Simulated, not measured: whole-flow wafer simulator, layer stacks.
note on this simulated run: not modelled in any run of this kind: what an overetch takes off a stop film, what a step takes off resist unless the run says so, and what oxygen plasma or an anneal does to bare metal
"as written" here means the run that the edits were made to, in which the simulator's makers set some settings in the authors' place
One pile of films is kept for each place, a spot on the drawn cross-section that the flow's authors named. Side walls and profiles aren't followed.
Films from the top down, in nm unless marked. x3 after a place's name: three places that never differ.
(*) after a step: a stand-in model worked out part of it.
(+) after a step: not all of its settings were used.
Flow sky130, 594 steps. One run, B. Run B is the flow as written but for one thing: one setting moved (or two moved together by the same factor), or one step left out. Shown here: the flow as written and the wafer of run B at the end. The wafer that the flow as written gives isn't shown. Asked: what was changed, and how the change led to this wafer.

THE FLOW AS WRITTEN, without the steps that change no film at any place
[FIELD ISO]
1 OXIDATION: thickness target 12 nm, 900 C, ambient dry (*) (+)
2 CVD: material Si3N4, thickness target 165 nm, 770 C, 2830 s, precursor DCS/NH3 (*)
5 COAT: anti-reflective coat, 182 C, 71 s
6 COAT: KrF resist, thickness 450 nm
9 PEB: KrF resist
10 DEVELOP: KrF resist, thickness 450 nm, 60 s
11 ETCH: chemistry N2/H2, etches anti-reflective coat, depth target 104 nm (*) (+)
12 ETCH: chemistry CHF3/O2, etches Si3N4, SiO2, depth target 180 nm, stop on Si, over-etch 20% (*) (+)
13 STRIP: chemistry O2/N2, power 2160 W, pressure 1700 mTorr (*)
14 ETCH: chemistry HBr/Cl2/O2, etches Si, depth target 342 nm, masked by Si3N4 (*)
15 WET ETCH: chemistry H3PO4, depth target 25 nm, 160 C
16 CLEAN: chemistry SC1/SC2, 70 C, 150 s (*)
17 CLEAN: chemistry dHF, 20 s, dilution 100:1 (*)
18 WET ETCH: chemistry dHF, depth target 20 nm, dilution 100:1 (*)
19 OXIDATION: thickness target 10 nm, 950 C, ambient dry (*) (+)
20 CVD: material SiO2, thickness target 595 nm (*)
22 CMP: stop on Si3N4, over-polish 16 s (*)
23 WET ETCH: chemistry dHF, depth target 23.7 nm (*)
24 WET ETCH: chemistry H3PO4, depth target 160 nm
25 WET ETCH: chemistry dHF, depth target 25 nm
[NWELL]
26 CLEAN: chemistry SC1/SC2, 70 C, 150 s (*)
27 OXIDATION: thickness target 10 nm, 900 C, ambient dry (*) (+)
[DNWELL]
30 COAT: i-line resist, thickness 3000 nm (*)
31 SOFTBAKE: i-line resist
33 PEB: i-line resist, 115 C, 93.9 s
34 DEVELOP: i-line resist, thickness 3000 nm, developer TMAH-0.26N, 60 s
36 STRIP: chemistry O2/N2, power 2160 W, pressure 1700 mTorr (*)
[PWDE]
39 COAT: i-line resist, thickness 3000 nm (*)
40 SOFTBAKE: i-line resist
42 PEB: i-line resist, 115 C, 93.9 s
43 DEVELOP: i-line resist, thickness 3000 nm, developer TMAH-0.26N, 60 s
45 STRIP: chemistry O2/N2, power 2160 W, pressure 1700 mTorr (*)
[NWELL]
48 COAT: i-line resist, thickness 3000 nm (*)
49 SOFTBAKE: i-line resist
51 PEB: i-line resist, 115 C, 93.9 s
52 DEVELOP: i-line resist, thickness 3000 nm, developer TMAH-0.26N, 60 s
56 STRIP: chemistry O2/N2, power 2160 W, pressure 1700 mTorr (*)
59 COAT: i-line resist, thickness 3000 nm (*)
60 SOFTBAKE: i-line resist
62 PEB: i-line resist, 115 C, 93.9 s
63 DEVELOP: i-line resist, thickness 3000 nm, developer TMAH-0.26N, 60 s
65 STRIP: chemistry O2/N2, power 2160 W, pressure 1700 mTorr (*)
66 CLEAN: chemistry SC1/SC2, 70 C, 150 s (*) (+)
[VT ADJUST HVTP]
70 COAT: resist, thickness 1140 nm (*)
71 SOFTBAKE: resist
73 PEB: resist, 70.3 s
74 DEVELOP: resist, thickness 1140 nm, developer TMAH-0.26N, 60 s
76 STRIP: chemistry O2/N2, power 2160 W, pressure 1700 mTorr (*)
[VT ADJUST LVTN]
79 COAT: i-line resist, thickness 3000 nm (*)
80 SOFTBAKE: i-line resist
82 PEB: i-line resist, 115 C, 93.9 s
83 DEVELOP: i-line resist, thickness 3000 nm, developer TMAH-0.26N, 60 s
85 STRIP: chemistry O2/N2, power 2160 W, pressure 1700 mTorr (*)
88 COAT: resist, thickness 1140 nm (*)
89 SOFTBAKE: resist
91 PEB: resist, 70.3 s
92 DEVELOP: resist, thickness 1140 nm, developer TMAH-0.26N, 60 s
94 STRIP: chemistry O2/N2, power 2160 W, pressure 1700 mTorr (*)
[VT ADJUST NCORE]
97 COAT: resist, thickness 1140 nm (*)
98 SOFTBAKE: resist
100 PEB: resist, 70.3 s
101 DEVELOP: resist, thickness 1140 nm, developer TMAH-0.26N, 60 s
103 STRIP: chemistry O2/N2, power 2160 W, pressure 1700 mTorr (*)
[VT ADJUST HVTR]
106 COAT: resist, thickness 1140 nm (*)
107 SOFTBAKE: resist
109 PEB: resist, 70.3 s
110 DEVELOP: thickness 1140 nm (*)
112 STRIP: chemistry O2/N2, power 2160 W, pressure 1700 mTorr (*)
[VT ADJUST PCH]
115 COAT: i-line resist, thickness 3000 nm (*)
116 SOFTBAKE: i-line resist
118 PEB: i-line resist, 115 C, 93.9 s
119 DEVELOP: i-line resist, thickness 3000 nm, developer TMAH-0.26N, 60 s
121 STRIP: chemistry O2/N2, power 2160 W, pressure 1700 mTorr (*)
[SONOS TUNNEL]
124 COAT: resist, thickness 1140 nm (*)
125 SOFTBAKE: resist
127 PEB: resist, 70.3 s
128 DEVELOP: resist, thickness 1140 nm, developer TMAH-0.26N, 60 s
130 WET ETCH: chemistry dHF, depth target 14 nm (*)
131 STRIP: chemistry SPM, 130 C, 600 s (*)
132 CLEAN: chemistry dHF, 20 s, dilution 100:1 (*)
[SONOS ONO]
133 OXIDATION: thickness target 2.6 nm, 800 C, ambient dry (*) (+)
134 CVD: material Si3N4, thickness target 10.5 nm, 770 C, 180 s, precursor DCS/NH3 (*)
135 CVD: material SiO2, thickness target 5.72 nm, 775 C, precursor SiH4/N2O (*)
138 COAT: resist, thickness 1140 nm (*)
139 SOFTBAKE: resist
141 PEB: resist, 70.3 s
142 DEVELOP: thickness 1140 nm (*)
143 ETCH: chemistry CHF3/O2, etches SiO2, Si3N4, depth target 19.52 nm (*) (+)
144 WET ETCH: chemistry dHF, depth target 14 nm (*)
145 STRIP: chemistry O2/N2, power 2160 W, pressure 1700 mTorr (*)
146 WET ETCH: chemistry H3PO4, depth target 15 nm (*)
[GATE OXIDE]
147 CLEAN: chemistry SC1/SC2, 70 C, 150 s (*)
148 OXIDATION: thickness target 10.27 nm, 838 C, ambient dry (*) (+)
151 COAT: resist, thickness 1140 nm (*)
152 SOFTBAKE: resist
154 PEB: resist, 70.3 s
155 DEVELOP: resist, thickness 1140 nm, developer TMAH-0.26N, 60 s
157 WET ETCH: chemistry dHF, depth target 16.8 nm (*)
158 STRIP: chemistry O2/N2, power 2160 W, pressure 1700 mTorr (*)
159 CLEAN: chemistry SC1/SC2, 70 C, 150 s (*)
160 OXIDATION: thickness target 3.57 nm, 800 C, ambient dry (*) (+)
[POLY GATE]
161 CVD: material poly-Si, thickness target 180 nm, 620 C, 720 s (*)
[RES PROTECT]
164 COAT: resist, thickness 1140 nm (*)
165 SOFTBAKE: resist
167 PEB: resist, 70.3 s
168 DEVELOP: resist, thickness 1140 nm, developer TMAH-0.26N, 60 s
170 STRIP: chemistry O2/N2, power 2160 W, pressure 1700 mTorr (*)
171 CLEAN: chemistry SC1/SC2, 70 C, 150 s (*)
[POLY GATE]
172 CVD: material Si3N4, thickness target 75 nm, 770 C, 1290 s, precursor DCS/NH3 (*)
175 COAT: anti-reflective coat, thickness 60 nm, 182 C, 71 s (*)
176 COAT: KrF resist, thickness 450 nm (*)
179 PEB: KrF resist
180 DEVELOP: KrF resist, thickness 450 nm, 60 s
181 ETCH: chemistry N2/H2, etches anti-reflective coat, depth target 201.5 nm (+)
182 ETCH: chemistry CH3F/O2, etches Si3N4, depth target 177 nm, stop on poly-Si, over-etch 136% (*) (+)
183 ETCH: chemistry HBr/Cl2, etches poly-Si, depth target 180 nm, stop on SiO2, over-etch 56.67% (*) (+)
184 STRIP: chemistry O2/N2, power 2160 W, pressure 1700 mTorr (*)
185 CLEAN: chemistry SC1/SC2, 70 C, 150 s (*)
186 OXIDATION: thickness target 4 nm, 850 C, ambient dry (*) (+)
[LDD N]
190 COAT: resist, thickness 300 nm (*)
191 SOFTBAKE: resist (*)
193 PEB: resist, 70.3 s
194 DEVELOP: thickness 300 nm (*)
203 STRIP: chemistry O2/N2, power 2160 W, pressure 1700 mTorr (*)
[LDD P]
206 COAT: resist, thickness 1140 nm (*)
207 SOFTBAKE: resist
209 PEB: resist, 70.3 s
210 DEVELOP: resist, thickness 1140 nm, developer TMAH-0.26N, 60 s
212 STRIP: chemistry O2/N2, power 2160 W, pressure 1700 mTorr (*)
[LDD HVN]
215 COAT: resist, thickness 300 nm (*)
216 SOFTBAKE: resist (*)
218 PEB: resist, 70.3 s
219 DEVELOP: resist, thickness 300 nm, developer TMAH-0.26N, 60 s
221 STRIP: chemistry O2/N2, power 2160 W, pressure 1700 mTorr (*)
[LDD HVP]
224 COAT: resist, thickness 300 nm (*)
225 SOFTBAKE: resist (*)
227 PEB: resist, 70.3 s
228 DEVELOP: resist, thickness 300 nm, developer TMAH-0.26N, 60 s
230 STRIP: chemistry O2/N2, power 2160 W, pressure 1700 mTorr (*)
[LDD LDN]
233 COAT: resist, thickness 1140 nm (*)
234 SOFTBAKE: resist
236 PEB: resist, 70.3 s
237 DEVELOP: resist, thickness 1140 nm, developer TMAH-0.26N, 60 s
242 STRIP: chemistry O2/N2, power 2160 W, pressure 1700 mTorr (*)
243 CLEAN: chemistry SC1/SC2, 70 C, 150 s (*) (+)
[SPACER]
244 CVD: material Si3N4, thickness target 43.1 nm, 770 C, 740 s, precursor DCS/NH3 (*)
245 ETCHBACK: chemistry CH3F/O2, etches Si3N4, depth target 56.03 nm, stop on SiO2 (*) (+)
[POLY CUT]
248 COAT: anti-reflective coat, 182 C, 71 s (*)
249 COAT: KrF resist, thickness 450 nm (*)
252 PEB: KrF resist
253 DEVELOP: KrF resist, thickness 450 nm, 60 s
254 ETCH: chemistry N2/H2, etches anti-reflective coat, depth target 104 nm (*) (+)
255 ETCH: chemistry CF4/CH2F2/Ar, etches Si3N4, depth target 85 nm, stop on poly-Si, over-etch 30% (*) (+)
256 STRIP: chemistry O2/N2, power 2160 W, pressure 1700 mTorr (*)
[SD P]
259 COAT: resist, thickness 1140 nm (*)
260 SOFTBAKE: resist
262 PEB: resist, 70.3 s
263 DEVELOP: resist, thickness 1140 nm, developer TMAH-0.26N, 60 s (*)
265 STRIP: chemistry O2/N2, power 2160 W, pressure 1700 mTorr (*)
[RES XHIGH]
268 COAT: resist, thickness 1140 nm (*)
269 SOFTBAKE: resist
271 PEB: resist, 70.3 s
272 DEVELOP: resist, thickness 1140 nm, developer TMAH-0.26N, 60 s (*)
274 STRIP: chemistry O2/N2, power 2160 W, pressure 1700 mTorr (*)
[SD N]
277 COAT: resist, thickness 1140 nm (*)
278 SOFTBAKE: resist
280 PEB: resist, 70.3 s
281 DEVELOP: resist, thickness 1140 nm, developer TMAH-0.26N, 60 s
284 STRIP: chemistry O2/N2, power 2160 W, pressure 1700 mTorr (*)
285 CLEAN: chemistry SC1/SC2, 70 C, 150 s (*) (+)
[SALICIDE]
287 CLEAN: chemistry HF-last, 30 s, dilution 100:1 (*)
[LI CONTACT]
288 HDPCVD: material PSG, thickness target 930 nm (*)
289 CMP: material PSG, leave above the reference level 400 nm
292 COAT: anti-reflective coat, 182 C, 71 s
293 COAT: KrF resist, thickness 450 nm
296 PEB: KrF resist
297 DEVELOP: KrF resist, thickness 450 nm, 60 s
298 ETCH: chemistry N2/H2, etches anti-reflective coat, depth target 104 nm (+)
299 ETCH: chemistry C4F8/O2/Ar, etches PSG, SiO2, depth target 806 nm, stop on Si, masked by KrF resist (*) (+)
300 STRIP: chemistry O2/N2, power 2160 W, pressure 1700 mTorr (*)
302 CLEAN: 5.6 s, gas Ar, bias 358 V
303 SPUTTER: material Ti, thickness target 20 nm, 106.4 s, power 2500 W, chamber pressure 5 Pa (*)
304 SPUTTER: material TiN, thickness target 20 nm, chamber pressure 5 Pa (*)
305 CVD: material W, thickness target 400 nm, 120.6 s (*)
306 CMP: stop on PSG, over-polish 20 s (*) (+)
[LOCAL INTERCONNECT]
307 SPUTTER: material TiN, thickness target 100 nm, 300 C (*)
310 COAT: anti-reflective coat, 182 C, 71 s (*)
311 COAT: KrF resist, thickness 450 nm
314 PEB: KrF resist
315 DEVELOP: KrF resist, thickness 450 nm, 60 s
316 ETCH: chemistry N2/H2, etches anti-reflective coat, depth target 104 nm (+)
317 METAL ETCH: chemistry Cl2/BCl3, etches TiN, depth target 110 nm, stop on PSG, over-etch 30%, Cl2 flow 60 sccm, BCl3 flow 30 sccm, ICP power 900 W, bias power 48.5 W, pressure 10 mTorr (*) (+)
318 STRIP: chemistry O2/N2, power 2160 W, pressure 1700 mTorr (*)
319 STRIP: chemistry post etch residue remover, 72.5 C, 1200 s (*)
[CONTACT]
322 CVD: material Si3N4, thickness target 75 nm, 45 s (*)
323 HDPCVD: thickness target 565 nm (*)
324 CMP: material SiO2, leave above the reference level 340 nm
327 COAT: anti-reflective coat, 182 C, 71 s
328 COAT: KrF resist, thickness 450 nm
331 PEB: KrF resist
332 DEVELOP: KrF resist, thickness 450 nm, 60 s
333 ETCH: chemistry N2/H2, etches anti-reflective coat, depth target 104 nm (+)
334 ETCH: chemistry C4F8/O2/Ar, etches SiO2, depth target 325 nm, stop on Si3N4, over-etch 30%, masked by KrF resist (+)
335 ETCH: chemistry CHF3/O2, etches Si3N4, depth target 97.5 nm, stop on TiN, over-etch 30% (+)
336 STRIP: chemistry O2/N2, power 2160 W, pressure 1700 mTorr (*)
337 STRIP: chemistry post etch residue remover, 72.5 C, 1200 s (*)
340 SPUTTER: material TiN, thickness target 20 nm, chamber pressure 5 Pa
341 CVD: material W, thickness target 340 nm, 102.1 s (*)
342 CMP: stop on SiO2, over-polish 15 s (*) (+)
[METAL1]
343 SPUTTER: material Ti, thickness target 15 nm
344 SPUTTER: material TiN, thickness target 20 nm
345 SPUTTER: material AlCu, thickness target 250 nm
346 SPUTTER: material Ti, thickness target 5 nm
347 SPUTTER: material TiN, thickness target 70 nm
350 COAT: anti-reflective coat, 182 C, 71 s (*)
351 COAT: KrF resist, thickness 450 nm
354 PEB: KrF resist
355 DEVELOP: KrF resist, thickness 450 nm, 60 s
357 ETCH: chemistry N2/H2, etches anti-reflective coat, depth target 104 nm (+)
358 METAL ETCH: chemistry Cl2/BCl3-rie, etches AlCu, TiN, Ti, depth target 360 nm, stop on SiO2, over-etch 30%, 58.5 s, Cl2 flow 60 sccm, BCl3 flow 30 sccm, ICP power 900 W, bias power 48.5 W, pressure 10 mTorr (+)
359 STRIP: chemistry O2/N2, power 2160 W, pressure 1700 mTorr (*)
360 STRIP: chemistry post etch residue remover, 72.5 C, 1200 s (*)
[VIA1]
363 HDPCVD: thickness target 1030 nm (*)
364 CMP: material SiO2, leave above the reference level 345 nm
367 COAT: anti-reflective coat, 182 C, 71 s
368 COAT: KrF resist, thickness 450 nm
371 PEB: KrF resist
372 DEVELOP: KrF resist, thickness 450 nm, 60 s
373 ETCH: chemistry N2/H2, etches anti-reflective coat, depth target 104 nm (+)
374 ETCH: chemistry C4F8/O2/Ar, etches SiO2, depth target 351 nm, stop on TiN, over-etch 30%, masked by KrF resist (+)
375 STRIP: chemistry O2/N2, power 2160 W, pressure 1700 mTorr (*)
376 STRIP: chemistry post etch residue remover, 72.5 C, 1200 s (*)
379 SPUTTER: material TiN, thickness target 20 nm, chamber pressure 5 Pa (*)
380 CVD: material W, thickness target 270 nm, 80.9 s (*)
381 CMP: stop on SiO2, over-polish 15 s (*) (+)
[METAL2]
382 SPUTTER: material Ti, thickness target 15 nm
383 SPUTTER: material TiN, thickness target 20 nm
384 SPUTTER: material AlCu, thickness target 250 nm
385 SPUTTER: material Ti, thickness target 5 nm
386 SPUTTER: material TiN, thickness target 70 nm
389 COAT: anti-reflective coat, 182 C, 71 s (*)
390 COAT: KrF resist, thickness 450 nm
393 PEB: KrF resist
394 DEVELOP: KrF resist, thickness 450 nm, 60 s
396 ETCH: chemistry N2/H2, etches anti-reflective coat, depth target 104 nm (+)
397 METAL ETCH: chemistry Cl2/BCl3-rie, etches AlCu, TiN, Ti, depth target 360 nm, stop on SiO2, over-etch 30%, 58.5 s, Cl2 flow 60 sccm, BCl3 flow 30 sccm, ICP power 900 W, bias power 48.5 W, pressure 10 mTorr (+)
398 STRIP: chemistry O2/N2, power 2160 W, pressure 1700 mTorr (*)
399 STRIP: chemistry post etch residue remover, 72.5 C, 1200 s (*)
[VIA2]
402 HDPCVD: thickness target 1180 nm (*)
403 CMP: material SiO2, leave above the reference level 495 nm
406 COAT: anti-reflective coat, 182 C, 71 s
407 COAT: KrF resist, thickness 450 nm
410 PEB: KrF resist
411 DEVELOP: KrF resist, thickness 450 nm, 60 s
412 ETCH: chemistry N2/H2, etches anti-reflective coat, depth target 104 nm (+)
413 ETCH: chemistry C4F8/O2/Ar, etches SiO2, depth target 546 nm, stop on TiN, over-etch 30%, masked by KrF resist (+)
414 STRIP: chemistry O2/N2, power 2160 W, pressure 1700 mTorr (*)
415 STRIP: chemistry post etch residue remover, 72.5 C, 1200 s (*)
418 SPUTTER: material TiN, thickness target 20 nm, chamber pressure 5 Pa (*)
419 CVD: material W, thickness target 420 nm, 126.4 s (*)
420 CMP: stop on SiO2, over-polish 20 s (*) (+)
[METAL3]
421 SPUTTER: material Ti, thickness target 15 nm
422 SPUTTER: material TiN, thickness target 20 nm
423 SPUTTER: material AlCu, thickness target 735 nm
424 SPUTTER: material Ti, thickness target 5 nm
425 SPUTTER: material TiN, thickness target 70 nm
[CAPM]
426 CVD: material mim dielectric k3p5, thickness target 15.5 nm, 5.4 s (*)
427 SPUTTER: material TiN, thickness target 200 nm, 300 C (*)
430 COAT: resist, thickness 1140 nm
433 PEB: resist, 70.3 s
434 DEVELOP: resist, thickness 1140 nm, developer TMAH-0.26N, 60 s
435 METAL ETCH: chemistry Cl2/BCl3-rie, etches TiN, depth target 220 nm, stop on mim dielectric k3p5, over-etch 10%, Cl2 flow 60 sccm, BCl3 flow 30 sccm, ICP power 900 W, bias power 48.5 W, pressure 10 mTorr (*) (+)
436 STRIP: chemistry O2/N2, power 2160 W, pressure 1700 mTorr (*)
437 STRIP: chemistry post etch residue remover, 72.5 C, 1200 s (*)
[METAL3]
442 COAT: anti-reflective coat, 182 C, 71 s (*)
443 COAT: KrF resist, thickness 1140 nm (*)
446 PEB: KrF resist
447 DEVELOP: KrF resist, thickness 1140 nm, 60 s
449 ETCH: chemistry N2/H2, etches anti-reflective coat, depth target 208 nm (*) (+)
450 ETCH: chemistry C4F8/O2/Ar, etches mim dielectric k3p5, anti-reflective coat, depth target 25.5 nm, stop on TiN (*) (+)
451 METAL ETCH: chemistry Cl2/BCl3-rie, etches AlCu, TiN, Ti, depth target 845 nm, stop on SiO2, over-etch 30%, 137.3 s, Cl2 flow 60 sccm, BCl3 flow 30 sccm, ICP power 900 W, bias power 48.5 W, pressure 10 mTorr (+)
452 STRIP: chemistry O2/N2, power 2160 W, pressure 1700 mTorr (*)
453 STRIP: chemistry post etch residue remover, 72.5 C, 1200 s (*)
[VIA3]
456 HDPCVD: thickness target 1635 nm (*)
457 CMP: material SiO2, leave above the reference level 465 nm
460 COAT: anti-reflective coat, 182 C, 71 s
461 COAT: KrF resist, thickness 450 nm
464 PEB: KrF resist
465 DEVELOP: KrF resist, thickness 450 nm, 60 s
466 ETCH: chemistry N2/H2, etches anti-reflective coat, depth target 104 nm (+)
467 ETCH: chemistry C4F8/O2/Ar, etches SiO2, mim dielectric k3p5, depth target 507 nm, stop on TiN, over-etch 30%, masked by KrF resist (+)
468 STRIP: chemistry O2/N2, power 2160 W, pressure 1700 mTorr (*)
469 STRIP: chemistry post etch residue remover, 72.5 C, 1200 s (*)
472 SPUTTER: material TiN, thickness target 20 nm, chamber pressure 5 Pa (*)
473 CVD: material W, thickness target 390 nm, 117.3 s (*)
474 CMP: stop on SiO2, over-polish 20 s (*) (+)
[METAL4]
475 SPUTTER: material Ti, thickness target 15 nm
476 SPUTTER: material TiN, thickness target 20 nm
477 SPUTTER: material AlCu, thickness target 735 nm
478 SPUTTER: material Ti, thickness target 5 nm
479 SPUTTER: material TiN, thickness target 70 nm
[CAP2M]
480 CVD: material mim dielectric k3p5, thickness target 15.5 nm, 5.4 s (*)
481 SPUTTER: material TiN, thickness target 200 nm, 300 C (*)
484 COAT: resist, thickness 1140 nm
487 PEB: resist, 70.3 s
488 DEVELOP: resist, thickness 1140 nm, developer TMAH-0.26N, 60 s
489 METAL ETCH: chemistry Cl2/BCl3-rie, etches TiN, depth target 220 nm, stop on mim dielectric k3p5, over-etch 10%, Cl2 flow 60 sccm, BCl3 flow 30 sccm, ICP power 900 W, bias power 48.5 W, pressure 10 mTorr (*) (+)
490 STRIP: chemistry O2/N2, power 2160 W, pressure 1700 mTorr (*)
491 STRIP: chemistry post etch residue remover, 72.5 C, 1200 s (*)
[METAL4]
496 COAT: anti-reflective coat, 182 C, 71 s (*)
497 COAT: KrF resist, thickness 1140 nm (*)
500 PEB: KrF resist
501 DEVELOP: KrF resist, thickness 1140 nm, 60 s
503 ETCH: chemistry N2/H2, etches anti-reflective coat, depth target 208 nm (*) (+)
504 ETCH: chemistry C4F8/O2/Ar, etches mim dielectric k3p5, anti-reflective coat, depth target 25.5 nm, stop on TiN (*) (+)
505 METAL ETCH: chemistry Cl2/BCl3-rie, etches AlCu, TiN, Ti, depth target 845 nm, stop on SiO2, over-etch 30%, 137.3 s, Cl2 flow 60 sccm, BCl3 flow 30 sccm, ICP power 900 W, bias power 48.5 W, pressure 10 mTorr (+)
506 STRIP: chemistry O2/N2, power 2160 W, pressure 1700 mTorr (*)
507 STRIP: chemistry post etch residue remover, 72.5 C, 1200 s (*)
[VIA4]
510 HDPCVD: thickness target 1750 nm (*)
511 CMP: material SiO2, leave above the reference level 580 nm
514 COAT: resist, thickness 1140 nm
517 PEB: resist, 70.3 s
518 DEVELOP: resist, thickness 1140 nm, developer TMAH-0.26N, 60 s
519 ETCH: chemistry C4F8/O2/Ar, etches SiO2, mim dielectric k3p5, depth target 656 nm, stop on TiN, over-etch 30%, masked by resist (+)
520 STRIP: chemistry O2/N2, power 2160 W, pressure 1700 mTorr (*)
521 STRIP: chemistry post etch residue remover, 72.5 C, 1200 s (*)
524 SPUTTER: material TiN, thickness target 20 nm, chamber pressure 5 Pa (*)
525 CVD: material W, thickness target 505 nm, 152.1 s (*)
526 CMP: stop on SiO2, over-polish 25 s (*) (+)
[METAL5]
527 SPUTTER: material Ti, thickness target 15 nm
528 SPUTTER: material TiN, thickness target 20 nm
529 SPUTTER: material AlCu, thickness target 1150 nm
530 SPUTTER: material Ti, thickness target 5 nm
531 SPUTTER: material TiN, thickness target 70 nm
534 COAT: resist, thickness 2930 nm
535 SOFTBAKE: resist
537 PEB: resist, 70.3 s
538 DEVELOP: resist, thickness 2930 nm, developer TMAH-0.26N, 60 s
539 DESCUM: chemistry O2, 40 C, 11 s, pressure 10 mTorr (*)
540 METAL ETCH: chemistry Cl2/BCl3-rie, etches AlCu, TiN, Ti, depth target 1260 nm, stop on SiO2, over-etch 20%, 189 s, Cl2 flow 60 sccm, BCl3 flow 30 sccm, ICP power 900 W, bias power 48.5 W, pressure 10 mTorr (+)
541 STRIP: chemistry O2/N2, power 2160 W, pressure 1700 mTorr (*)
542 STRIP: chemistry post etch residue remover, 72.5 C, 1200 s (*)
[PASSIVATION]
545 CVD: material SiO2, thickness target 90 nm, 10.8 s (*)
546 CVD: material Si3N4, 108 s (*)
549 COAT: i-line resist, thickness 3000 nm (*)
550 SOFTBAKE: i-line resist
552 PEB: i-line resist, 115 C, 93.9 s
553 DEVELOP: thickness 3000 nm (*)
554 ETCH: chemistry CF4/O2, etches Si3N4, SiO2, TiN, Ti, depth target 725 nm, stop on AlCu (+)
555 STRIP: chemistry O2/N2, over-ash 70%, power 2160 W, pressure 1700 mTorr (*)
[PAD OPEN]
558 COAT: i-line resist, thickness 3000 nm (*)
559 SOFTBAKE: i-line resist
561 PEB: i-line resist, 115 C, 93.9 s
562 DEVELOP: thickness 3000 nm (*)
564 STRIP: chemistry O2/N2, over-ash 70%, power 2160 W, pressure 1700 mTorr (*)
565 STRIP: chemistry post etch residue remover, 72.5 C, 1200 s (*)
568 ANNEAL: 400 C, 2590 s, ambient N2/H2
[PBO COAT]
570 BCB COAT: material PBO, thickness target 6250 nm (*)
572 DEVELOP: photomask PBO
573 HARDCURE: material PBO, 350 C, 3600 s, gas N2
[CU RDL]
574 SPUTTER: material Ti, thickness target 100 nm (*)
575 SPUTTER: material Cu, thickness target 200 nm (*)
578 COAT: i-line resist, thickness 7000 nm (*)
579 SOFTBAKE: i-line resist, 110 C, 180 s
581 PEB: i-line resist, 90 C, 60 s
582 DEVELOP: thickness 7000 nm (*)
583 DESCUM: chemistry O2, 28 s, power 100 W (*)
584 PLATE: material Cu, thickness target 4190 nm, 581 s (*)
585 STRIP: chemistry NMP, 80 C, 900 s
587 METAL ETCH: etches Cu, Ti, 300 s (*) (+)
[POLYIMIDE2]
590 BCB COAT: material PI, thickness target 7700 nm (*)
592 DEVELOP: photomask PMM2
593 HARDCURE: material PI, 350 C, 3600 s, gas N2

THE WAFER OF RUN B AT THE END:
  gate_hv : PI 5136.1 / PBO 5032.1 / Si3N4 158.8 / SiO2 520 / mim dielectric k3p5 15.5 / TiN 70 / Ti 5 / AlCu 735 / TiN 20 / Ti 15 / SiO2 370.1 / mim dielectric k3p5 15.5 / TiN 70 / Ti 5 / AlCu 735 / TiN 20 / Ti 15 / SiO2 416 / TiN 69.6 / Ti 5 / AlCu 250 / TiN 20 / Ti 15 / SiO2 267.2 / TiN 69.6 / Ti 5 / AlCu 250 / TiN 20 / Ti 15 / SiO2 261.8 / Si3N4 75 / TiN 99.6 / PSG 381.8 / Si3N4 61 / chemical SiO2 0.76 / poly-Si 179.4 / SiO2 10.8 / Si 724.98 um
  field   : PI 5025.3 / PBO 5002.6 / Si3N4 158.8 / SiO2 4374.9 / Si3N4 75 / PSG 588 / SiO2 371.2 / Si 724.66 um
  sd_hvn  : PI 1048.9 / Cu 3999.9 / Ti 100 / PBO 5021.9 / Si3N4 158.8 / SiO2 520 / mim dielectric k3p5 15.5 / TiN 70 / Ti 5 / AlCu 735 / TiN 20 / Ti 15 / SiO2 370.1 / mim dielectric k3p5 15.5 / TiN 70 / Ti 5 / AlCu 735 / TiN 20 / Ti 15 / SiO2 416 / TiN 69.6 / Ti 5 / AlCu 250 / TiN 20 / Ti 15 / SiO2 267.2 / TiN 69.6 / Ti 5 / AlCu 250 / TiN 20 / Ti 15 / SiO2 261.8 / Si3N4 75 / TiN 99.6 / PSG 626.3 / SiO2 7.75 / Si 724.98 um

The cause: step 511, CMP: leave above the reference level 516 nm was run, where the flow has leave above the reference level 580 nm.

How the change led to this, step by step:
  511 CMP: material SiO2, leave above the reference level 580 nm
      n_well, p_well, gate_hv and 99 more: SiO2 -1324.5 (as written it would be: SiO2 -1260.5)
      field, active, gate and 77 more: SiO2 -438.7 (as written it would be: SiO2 -374.7)
      (and at 11 more places)
  519 ETCH: chemistry C4F8/O2/Ar, etches SiO2, mim dielectric k3p5, depth target 656 nm, stop on TiN, over-etch 30%, masked by resist (+)
      field, active, n_well and 188 more: resist -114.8 (as written it would be: resist -131.2)
      m1: SiO2 -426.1 (all of it), mim dielectric k3p5 -15.5 (all of it) (as written it would be: SiO2 -490.1 (all of it), mim dielectric k3p5 -15.5 (all of it))
      (and at 1 more place)
  525 CVD: material W, thickness target 505 nm, 152.1 s (*)
      m1: W +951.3 (new film) (as written it would be: W +1015.8 (new film))
      via4_hole: W +950.7 (new film) (as written it would be: W +1015.2 (new film))
